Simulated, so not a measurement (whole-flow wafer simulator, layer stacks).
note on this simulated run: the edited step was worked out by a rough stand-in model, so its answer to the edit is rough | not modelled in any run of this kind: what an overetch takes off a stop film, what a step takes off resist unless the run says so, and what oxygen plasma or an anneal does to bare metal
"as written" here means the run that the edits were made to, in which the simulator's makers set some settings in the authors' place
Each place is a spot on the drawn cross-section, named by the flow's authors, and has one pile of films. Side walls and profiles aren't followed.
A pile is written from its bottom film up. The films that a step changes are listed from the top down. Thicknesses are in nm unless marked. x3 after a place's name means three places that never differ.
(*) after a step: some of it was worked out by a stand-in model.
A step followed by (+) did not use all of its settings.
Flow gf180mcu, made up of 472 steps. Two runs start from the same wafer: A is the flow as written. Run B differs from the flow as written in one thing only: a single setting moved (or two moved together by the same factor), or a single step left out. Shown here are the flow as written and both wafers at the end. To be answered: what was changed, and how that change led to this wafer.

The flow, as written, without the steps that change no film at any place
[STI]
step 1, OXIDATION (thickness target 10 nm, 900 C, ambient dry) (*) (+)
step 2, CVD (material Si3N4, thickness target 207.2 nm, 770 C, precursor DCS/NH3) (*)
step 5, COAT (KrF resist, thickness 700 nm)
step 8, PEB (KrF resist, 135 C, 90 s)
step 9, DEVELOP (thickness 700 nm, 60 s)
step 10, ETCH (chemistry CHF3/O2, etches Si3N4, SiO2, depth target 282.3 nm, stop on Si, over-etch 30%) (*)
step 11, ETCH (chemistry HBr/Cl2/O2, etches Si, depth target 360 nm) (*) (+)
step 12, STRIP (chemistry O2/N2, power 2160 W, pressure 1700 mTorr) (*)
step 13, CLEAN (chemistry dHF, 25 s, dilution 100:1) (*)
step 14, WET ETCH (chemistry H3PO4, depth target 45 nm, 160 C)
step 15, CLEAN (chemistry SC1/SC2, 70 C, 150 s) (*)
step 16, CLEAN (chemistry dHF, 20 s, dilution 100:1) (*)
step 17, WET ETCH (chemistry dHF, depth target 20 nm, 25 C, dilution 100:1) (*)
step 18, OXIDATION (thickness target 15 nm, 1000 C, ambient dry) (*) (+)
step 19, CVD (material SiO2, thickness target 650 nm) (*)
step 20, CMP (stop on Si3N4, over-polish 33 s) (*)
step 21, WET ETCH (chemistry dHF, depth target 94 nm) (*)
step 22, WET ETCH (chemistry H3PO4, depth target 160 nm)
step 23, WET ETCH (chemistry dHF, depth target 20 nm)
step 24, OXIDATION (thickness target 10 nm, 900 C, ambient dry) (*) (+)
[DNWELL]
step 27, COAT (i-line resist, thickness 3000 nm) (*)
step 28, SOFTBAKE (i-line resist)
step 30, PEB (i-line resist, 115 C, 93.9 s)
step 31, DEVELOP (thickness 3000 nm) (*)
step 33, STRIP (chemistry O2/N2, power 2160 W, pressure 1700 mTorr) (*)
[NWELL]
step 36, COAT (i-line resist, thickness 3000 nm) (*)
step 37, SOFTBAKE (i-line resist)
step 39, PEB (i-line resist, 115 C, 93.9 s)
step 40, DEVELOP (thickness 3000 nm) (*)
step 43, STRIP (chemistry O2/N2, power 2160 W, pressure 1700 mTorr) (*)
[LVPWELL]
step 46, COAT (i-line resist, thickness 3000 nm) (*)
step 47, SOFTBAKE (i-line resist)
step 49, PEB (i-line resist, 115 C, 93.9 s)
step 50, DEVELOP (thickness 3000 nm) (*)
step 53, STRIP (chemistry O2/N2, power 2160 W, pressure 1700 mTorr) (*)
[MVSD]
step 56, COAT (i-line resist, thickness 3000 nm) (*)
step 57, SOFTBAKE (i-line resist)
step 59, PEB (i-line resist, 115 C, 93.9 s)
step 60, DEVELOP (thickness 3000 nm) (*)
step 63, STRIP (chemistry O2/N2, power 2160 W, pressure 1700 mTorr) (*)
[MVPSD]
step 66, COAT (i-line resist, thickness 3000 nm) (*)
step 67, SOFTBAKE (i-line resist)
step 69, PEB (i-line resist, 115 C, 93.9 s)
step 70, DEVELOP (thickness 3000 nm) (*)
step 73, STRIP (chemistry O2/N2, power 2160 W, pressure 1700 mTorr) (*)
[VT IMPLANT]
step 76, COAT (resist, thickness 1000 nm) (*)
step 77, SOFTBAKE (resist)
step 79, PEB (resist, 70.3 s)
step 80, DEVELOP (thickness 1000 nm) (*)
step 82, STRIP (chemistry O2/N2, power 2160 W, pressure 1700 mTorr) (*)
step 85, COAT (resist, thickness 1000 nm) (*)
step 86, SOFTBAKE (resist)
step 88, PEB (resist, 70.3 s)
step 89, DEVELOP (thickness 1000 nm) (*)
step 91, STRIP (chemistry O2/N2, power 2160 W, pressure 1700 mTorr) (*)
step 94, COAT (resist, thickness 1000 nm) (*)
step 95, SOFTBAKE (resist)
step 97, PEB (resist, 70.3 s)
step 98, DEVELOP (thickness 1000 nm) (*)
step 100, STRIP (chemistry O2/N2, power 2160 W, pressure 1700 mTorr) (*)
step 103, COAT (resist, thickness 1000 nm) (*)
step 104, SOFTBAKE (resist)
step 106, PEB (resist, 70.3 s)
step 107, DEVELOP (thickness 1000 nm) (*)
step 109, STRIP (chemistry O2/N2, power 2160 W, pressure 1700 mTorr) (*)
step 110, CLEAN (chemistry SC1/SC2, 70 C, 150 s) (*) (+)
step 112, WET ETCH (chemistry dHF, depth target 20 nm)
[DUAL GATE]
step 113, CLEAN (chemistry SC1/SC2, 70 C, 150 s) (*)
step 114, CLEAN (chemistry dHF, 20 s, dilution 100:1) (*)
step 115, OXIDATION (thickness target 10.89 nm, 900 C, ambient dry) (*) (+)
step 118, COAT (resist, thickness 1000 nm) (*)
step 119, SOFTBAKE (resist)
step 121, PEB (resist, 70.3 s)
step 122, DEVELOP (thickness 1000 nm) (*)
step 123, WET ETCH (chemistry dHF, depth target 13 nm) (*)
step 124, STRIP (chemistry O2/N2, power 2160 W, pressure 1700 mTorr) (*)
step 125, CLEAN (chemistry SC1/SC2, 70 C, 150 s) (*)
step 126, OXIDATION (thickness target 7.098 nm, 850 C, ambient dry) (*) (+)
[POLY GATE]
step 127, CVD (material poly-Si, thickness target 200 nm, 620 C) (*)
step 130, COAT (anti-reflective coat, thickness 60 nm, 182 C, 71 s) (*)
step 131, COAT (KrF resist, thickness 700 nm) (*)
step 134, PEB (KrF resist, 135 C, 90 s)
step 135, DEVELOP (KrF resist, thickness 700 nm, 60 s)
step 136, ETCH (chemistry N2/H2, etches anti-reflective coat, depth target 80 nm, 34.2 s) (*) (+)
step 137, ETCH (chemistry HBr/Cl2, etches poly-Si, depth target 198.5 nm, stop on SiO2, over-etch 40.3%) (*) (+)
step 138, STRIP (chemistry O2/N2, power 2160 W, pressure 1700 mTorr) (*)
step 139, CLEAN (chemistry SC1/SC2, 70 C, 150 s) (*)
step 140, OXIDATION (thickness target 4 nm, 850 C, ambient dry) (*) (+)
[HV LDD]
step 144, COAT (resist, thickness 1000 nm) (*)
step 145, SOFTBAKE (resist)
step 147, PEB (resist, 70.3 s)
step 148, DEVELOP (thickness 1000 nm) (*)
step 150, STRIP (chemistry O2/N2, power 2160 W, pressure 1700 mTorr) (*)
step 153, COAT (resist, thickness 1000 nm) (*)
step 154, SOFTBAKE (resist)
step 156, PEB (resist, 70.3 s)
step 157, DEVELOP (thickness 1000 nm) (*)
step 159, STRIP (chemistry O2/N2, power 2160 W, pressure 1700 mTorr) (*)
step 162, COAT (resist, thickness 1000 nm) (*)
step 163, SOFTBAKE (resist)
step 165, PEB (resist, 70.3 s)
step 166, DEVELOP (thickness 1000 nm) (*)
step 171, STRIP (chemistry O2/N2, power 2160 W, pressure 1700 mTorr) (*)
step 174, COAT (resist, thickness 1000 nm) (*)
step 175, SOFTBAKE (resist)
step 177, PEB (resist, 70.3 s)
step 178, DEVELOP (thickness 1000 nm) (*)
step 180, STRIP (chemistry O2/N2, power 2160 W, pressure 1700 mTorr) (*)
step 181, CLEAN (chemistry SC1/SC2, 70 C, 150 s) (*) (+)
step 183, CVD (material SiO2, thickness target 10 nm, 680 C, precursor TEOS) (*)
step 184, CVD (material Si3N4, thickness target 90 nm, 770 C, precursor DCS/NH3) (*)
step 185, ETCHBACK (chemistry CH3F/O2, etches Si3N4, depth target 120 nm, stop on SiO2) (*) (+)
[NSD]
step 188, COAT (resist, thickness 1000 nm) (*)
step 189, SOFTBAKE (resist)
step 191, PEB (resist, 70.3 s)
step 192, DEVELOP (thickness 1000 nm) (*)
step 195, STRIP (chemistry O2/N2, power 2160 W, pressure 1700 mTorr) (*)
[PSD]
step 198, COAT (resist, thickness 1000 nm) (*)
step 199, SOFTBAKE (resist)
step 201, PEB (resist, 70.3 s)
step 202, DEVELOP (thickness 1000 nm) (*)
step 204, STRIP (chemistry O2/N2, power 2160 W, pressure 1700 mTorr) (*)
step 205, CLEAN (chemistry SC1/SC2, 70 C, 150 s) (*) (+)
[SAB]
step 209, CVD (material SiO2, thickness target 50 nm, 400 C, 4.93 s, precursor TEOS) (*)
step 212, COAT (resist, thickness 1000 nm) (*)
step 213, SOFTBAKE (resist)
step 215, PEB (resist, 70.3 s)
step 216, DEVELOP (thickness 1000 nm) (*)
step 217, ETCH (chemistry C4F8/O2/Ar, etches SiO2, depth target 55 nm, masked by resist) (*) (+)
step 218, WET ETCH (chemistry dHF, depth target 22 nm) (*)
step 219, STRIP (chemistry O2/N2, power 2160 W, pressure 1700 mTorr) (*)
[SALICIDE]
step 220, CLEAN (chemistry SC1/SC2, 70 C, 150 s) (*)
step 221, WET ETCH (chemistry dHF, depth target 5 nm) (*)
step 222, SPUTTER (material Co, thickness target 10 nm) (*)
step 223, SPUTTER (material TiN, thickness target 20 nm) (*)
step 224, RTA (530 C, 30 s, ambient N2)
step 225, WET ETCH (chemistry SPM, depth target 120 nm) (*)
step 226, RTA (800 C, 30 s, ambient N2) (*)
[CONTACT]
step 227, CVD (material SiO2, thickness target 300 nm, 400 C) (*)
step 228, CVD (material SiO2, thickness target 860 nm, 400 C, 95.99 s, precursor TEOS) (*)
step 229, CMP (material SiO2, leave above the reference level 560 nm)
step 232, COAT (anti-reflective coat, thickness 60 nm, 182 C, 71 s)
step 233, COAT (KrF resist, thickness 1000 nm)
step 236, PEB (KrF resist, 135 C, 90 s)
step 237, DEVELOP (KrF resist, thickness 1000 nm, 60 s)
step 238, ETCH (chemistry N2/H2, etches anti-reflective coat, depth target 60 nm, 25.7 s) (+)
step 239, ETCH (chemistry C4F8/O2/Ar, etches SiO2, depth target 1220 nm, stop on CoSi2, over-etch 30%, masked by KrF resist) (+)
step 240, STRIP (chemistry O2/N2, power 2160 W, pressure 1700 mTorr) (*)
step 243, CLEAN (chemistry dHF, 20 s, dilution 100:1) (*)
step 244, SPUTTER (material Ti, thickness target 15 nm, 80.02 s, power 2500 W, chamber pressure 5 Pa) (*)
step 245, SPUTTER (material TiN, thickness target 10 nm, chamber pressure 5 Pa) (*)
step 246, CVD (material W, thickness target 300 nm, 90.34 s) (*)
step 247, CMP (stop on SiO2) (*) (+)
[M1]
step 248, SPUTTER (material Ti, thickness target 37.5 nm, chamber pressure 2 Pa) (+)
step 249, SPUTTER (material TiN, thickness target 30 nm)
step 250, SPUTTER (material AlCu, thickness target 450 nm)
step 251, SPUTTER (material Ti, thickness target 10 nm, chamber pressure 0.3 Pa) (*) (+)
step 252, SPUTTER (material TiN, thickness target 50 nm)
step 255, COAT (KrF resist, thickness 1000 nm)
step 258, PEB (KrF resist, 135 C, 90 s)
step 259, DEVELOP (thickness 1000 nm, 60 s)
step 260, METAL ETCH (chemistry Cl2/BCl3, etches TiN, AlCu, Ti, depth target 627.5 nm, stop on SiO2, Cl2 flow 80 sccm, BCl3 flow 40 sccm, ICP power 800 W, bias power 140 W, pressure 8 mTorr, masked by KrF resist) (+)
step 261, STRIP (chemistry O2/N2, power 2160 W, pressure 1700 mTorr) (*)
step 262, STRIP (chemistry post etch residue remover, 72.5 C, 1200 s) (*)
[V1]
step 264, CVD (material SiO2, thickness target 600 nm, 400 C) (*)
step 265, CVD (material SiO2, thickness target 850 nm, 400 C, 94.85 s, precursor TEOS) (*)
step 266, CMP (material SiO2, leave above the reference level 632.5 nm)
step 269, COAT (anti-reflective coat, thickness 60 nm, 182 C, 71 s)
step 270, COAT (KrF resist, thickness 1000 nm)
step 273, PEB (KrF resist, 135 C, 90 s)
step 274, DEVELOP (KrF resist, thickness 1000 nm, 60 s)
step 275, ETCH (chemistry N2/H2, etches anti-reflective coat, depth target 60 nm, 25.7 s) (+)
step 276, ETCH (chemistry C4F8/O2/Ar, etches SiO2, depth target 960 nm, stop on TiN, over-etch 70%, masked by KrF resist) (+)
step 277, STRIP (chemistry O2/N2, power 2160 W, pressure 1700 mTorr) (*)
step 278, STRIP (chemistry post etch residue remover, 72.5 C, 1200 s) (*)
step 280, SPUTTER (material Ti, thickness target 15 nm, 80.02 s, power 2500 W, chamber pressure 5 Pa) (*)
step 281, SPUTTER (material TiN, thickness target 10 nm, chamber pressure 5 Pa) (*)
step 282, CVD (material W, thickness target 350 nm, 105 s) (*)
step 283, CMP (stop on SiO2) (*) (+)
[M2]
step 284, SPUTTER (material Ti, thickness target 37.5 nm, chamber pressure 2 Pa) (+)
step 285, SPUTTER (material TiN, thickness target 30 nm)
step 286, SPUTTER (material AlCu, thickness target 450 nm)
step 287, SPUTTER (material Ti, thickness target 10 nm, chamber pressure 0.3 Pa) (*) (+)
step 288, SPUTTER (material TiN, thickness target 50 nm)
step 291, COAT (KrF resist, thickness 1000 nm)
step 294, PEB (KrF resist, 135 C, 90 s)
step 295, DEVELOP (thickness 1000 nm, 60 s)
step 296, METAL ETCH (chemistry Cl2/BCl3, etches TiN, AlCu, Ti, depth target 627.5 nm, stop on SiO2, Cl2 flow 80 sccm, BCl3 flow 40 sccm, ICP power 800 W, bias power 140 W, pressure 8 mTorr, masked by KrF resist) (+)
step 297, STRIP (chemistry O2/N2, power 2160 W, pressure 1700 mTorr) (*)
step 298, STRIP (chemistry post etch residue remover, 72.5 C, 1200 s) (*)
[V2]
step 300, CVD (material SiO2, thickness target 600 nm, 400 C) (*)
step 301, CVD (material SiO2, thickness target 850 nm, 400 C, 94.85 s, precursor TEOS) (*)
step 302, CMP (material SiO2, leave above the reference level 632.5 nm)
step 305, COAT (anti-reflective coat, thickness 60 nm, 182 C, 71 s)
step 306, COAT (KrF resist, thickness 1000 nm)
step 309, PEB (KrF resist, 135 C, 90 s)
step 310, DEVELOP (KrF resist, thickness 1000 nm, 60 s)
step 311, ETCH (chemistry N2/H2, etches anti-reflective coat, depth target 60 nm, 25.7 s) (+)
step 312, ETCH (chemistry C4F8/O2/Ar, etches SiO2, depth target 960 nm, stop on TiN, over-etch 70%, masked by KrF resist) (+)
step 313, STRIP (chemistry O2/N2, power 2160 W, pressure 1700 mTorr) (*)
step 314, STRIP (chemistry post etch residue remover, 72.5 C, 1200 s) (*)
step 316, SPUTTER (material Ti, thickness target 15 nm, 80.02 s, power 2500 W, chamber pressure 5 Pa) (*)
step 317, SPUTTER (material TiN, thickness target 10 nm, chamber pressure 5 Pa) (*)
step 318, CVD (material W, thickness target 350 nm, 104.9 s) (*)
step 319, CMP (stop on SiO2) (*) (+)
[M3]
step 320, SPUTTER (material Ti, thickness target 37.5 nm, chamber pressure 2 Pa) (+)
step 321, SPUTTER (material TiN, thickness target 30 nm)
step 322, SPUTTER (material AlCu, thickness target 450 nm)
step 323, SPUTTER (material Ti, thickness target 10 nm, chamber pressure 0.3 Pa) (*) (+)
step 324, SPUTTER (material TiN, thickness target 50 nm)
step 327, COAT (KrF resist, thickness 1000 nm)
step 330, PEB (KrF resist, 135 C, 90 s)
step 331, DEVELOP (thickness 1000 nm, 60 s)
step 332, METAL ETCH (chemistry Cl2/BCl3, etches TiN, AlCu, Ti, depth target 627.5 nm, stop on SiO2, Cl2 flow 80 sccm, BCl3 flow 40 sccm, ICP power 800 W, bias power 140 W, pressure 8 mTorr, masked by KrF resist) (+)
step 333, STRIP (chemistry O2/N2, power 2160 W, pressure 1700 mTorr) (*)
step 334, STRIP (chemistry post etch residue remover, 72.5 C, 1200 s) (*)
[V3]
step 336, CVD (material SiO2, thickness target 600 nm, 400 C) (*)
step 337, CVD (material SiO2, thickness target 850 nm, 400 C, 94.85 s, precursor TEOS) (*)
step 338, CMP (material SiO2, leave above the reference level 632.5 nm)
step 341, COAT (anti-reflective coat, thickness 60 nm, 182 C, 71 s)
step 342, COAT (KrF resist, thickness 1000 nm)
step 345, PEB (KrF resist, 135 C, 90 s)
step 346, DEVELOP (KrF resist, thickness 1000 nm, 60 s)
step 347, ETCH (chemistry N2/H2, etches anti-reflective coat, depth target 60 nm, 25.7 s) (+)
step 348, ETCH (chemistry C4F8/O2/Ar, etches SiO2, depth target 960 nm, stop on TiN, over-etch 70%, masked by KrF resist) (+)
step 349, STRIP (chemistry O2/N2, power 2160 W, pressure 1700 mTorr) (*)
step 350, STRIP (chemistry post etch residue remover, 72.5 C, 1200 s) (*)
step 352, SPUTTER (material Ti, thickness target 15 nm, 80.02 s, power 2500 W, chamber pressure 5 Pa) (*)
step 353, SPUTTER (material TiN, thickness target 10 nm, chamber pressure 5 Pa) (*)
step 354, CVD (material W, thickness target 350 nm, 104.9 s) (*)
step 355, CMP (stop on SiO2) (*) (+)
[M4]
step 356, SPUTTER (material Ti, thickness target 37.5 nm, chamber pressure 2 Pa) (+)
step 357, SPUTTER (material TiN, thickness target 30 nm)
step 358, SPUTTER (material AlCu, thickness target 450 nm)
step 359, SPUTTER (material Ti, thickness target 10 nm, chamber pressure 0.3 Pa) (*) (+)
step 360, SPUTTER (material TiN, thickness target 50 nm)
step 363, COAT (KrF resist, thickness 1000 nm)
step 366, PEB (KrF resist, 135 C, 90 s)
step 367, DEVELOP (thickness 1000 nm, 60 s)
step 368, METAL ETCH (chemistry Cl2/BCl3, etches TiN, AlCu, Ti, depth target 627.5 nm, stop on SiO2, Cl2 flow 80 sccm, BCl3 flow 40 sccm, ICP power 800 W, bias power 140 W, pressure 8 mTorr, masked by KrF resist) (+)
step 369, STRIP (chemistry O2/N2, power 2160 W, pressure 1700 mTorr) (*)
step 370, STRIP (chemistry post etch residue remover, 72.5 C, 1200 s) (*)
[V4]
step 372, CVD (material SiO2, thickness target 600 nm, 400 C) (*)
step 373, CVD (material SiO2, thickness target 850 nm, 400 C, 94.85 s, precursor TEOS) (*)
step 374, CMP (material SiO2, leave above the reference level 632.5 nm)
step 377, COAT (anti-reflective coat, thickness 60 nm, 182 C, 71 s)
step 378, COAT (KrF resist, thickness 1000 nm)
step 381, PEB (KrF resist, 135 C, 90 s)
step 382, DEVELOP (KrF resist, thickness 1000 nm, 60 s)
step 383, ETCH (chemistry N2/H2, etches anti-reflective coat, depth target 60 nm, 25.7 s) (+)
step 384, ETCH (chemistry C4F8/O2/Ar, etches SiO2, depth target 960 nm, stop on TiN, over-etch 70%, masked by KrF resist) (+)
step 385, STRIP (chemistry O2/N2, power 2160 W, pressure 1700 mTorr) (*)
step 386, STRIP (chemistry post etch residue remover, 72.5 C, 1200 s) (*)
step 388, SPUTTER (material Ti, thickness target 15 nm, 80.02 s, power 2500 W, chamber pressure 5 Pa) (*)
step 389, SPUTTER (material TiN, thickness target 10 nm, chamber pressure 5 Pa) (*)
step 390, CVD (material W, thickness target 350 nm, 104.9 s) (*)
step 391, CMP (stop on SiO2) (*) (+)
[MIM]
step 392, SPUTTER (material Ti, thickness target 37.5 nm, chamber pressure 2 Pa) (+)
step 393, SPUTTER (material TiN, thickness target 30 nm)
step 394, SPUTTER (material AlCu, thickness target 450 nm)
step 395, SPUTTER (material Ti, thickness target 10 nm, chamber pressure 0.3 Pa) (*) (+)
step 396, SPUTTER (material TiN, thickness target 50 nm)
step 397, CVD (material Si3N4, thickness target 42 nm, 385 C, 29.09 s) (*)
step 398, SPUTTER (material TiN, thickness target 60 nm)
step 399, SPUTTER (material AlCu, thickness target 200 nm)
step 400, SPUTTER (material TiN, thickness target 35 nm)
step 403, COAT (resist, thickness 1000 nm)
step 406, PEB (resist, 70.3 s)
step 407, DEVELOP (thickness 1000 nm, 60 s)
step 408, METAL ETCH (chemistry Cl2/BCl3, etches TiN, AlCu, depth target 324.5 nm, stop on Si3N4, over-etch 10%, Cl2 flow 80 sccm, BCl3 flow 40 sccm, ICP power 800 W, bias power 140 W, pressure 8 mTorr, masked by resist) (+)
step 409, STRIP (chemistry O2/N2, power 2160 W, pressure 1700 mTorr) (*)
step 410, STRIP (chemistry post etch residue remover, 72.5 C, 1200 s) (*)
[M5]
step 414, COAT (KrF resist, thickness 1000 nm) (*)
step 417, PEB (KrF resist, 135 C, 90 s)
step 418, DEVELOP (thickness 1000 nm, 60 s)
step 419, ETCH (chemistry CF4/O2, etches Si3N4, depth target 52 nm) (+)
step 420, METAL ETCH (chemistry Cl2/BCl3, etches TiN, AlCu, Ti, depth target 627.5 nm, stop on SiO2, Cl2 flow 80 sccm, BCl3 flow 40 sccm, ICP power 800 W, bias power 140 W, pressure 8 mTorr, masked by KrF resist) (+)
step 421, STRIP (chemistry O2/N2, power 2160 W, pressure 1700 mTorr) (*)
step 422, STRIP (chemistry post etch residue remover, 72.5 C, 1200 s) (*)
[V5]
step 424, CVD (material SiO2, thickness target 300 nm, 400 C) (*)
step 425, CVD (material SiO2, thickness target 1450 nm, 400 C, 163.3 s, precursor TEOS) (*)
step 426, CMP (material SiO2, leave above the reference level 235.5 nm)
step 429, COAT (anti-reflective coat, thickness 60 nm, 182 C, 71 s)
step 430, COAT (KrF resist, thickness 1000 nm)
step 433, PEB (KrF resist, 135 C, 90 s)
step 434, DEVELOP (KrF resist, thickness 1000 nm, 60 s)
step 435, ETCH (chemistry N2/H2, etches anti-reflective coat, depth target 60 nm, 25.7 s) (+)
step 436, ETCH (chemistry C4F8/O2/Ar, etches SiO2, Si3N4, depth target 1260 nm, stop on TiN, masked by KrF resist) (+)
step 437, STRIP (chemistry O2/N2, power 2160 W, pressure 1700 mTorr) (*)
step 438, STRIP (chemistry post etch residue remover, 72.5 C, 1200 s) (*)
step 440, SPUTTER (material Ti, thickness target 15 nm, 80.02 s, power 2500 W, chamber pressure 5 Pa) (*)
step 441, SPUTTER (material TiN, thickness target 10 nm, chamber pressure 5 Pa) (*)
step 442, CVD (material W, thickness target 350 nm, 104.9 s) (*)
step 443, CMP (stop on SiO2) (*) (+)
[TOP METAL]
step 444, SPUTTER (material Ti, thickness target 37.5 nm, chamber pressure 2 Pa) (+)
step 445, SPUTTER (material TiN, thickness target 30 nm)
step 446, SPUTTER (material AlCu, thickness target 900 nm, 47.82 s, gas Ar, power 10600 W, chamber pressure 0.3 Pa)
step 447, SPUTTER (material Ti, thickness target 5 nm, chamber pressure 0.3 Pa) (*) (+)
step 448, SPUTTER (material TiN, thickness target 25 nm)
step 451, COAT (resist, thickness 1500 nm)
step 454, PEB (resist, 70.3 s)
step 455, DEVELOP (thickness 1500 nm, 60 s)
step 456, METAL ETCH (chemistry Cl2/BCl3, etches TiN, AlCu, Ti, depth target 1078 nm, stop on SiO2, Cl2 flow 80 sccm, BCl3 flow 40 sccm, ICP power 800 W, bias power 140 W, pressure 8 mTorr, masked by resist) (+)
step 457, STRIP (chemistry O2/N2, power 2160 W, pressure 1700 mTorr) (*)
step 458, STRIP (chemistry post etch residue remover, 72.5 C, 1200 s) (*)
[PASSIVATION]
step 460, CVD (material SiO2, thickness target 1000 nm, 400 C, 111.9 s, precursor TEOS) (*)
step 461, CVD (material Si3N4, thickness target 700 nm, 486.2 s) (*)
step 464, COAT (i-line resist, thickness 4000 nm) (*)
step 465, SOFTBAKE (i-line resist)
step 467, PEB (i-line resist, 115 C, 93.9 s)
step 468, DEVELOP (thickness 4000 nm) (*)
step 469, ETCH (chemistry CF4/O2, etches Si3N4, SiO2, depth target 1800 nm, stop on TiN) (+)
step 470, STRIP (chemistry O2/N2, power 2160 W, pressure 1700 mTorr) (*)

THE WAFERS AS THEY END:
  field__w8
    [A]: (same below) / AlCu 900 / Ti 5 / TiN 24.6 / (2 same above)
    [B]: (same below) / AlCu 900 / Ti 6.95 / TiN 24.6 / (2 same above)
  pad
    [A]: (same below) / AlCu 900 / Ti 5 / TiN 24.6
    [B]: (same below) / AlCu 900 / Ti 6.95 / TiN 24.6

The reason: step 447, SPUTTER: thickness target 6.95 nm was run, while the flow as written has thickness target 5 nm.
The wafer itself shows it: field__w8 has Ti 6.95, and step 447 as written asks for 5 nm.

Step by step, how the change led to this:
  step 447, SPUTTER (material Ti, thickness target 5 nm, chamber pressure 0.3 Pa) (*) (+)
      field, field__w1, field__w2 and 109 more: A +5 Ti (new film) | B +6.95 Ti (new film)
  step 456, METAL ETCH (chemistry Cl2/BCl3, etches TiN, AlCu, Ti, depth target 1078 nm, stop on SiO2, Cl2 flow 80 sccm, BCl3 flow 40 sccm, ICP power 800 W, bias power 140 W, pressure 8 mTorr, masked by resist) (+)
      field, field__w1, field__w2 and 103 more: A -25 TiN (all of it), -5 Ti (all of it), -900 AlCu (all of it), -30 TiN (all of it), -37.5 Ti (all of it) | B -25 TiN (all of it), -6.95 Ti (all of it), -900 AlCu (all of it), -30 TiN (all of it), -37.5 Ti (all of it)
